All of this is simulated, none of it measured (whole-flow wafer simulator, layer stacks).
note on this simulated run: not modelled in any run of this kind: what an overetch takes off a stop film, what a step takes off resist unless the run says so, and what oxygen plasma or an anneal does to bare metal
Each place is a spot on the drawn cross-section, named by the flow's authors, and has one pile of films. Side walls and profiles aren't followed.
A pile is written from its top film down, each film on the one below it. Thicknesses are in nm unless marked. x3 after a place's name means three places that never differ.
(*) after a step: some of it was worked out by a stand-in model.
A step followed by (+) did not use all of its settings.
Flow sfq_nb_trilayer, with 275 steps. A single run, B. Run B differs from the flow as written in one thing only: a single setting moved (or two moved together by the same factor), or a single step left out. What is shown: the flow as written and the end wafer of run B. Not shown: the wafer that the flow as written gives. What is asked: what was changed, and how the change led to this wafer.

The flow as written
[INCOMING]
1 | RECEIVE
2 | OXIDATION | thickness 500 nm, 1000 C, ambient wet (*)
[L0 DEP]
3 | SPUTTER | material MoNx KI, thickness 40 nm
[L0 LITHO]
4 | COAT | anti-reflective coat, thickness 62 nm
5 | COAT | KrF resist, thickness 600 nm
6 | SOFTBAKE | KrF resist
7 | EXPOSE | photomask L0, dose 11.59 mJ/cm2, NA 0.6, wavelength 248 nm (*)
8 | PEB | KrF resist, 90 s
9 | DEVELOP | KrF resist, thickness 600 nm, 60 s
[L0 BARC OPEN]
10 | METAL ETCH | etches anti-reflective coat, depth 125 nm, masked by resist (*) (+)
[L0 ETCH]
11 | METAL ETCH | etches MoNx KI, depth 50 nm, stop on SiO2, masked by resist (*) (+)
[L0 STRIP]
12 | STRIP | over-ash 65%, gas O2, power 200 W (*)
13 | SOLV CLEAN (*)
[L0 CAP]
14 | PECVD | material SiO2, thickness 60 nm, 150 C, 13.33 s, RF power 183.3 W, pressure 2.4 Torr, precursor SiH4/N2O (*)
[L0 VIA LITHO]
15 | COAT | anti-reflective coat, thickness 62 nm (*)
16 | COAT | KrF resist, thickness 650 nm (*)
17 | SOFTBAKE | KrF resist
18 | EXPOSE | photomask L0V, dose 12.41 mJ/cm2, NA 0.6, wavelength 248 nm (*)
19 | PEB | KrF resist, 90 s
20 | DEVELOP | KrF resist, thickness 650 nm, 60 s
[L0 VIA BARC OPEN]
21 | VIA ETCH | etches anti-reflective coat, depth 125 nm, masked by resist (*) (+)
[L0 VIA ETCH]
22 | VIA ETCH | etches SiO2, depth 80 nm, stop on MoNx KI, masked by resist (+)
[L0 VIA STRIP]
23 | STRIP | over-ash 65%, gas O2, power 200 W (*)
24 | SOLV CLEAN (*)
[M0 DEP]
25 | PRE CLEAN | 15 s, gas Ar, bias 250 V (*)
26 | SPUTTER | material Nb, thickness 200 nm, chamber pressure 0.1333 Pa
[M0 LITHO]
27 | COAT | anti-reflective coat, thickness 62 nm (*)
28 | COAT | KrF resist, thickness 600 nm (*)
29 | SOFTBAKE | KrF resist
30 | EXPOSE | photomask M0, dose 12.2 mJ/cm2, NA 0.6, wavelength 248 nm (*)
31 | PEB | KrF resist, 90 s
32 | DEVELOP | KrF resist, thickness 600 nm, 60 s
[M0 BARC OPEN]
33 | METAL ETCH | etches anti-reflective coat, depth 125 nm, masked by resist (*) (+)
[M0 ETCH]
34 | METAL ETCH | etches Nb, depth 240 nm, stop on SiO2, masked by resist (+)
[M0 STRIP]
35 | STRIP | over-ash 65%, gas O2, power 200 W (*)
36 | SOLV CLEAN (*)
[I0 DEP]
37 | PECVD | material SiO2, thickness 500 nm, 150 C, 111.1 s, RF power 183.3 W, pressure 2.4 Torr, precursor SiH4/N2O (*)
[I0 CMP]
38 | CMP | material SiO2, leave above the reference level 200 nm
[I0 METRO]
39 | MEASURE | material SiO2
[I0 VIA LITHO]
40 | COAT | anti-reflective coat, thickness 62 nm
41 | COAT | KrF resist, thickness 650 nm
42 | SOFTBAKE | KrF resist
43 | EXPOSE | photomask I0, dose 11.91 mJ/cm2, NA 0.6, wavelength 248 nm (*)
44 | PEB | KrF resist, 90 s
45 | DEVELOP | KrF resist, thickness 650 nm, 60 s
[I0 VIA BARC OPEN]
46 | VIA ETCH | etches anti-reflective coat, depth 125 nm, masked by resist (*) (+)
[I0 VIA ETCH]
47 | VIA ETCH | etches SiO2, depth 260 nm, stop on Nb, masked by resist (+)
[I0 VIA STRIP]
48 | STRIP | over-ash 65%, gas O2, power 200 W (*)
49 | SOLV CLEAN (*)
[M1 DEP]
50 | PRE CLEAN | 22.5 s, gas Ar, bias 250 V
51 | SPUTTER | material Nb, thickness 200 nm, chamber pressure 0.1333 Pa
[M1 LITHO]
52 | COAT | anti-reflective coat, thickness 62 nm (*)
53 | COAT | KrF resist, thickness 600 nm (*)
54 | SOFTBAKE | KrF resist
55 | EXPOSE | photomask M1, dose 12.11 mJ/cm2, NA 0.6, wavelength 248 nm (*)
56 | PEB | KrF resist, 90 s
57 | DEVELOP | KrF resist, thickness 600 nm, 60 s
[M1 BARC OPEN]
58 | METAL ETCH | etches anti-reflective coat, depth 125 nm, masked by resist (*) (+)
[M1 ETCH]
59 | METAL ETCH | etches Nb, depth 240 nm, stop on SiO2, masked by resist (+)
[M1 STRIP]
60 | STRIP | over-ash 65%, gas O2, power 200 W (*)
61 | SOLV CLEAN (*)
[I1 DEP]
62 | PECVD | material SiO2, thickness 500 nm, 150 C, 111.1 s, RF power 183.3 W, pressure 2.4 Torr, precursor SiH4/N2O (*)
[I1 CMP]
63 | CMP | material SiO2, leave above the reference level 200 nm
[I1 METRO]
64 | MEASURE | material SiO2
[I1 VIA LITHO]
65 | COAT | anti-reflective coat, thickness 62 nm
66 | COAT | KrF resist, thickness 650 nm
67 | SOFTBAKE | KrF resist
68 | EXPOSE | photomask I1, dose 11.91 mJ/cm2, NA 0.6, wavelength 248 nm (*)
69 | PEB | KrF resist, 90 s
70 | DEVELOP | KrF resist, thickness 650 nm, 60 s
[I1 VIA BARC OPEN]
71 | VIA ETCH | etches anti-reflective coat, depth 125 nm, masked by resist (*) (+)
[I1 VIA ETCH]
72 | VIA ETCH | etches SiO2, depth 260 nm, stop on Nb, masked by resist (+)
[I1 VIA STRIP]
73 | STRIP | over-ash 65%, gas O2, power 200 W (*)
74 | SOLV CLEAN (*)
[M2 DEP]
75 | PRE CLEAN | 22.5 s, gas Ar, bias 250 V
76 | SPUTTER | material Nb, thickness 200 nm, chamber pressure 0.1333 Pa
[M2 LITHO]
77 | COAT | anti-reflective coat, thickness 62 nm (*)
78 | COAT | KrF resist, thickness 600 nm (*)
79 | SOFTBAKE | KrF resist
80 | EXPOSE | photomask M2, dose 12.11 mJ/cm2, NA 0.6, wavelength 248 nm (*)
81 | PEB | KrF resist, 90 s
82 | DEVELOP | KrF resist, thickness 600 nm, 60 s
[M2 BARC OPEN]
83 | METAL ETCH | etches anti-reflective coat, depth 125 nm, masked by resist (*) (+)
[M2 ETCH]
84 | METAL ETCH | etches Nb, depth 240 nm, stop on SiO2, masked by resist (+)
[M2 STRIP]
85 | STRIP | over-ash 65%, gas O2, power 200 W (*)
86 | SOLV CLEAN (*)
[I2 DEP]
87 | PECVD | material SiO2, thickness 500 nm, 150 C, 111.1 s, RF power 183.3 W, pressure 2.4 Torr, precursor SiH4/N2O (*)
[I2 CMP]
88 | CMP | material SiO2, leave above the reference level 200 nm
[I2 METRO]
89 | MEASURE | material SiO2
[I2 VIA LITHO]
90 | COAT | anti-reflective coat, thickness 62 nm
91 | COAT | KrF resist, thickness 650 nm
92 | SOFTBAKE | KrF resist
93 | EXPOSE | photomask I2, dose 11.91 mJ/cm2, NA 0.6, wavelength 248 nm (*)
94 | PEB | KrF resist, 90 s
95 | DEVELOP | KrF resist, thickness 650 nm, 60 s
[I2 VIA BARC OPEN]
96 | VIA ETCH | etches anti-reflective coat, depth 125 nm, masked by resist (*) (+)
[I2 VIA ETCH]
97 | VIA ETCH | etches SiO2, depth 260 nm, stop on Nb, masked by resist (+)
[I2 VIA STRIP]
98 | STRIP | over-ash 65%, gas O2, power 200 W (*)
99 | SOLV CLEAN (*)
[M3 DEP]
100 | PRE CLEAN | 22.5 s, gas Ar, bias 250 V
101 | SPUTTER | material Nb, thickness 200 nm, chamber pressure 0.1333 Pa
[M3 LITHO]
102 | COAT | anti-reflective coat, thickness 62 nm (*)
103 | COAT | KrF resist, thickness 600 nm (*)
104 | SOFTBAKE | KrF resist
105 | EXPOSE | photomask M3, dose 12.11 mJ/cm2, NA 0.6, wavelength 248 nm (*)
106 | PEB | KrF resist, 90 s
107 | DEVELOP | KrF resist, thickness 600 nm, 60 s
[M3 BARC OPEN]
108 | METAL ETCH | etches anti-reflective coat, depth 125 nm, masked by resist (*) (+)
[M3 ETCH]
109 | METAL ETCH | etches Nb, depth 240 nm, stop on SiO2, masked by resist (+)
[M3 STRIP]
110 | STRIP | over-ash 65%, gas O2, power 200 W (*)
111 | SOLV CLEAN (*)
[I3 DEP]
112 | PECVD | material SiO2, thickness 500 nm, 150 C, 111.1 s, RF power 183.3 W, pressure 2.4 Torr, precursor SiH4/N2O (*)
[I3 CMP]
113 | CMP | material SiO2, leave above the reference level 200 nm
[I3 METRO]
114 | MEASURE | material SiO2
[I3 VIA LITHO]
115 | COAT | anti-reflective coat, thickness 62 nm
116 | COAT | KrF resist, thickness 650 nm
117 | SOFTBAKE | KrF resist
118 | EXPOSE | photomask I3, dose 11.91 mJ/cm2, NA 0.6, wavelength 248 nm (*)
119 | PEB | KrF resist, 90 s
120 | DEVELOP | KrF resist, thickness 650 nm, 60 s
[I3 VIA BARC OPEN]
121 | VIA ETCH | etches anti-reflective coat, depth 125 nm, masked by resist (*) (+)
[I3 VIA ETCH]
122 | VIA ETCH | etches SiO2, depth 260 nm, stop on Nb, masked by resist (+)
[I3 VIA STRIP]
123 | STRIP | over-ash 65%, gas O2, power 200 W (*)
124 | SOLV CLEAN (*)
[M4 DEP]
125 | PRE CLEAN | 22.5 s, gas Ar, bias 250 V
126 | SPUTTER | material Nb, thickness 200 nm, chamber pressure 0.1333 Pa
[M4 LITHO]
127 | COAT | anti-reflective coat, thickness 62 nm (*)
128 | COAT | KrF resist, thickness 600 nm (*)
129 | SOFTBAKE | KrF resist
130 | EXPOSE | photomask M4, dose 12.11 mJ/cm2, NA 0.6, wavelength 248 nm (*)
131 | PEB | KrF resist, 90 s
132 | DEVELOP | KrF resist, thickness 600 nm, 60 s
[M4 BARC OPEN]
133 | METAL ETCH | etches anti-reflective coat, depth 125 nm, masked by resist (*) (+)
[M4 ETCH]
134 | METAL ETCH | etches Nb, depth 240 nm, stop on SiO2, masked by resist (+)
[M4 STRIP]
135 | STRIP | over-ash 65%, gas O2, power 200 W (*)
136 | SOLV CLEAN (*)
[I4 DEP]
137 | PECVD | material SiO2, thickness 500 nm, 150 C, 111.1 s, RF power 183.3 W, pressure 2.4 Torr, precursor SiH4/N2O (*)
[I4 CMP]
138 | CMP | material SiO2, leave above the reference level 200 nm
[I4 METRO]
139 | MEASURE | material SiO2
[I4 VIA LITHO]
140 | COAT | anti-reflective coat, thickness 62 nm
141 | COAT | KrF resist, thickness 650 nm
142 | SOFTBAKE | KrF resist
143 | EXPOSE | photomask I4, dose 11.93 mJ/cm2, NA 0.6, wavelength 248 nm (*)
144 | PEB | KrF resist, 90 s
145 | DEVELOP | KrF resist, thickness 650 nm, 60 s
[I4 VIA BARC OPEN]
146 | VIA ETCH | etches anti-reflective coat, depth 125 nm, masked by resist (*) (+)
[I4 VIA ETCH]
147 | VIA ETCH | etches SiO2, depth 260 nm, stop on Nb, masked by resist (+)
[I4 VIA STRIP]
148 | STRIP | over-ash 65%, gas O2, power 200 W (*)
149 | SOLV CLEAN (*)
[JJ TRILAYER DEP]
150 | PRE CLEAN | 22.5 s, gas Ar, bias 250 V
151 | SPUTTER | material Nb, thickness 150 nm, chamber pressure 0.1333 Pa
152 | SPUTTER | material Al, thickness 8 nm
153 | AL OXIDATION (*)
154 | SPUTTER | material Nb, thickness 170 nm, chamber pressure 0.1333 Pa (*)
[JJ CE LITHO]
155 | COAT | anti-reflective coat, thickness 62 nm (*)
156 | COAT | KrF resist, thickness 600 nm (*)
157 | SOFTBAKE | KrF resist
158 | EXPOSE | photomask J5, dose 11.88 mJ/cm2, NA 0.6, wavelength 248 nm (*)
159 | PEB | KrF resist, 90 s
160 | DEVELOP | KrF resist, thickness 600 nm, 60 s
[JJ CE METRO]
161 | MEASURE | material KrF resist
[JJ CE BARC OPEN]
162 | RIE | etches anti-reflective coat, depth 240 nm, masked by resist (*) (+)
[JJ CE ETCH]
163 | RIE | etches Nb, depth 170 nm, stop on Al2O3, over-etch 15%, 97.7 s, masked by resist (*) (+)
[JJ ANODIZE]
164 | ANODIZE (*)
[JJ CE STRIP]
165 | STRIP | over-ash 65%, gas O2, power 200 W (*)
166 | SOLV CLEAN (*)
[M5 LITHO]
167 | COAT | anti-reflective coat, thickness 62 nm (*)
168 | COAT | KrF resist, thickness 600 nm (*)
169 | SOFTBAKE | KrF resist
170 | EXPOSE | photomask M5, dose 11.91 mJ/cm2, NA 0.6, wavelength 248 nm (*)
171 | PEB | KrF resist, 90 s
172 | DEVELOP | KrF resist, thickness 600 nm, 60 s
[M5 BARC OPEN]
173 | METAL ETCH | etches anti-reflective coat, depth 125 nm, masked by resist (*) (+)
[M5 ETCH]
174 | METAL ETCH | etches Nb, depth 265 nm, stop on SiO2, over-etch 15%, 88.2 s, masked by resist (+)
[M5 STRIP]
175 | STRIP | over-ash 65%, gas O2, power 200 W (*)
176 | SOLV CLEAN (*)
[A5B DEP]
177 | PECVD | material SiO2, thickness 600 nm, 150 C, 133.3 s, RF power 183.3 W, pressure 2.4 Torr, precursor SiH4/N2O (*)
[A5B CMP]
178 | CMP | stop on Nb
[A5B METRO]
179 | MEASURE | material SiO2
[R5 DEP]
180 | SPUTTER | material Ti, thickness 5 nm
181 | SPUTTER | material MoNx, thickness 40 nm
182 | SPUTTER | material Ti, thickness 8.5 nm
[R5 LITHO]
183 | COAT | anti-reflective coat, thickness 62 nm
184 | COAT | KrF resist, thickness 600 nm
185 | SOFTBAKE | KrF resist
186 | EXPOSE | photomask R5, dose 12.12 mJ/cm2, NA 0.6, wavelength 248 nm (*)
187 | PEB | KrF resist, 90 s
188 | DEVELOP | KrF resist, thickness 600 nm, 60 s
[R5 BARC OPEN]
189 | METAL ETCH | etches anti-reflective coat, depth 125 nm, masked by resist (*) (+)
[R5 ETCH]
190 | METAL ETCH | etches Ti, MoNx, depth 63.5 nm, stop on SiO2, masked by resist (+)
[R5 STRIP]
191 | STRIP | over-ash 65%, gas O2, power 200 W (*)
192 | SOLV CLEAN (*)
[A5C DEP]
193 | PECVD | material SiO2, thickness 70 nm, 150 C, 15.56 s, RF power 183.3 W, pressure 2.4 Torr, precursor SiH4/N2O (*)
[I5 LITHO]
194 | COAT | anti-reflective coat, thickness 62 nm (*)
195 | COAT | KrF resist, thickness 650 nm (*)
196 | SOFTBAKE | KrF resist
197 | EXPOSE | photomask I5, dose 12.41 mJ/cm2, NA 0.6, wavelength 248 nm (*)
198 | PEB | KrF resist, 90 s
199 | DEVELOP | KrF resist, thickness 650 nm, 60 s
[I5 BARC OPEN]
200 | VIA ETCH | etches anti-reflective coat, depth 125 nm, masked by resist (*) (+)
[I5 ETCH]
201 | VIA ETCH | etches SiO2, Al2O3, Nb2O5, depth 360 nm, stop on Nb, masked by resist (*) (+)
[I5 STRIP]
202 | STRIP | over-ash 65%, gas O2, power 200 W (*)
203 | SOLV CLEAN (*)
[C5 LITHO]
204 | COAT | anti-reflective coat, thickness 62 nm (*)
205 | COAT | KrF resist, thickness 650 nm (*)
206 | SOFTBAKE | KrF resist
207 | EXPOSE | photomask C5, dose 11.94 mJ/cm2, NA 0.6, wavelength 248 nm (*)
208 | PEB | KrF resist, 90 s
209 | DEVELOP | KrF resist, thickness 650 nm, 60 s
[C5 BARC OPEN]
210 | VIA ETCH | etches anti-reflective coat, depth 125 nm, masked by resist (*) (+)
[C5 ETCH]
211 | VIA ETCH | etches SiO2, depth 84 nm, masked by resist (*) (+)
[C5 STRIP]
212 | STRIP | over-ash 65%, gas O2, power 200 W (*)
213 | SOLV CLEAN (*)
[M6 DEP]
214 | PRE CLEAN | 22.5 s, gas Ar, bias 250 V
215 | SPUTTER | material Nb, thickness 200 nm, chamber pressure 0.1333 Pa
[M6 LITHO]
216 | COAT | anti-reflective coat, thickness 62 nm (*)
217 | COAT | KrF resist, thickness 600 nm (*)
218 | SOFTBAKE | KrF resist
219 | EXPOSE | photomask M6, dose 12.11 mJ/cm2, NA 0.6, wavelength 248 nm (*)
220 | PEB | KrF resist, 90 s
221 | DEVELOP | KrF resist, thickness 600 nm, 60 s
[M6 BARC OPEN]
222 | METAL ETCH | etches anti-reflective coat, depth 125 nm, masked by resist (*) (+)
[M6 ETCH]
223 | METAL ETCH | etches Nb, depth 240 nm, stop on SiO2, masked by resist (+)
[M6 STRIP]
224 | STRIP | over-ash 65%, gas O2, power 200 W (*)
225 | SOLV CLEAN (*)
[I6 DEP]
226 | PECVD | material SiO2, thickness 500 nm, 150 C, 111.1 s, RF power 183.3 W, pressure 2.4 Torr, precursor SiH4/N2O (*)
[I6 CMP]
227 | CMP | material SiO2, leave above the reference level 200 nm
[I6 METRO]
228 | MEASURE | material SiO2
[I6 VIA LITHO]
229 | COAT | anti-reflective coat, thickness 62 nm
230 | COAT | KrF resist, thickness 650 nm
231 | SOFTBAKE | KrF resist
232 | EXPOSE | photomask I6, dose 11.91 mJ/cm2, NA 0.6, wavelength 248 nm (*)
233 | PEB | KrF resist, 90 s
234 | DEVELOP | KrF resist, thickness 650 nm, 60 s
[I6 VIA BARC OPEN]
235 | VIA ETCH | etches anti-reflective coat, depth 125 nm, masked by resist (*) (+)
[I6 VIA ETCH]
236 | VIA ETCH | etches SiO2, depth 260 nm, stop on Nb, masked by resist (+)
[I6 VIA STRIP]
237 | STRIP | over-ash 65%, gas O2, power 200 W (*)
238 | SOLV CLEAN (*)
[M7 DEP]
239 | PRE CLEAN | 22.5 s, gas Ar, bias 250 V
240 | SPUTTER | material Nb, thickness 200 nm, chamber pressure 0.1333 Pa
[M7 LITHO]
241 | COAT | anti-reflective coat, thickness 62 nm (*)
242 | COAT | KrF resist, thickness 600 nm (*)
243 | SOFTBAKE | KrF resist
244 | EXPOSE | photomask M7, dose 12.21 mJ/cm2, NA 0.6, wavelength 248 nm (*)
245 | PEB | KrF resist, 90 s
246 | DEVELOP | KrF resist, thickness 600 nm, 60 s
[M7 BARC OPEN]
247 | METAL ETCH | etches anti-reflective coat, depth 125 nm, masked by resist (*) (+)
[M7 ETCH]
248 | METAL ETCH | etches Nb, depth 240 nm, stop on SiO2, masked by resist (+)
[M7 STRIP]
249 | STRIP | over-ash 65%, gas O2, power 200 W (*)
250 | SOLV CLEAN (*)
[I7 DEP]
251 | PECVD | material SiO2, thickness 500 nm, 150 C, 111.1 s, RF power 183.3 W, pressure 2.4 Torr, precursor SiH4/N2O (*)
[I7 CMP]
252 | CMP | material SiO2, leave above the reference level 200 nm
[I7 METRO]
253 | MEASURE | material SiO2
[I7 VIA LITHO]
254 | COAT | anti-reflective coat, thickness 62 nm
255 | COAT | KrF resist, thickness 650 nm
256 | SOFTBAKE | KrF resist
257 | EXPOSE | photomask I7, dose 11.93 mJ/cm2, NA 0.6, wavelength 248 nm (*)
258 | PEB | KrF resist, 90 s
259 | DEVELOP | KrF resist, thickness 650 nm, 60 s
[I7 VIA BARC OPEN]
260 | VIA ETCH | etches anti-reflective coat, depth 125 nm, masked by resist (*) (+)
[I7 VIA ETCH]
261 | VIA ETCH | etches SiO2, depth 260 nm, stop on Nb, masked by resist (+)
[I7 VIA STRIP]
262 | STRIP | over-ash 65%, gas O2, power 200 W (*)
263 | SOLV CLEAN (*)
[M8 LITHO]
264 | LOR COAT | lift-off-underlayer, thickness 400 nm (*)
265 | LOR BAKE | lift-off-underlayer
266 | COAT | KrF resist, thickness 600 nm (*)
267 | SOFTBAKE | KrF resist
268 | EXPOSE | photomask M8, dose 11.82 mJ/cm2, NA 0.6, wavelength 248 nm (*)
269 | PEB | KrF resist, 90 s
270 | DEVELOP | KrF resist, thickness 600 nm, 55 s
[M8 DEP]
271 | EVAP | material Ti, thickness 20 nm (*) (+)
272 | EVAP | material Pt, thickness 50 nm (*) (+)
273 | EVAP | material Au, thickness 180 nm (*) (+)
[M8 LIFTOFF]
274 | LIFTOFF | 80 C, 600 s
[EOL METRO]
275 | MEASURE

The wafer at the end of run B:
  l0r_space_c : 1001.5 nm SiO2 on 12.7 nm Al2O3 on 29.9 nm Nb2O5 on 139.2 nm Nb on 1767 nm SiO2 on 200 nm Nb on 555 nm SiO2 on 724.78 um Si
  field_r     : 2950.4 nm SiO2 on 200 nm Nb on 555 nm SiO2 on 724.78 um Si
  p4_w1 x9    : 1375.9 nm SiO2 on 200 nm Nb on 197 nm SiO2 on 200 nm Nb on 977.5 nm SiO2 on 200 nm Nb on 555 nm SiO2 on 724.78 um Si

The reason: step 125, PRE CLEAN: 9 s was run, though the flow has 22.5 s.

How this came from the change, step by step:
  125 | PRE CLEAN | 22.5 s, gas Ar, bias 250 V
      field_l, v_sur, via_wl and 102 more: SiO2 loses 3 (as written it would have been: SiO2 loses 7.5)
      via_v: Nb loses 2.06 (as written it would have been: Nb loses 6.45)
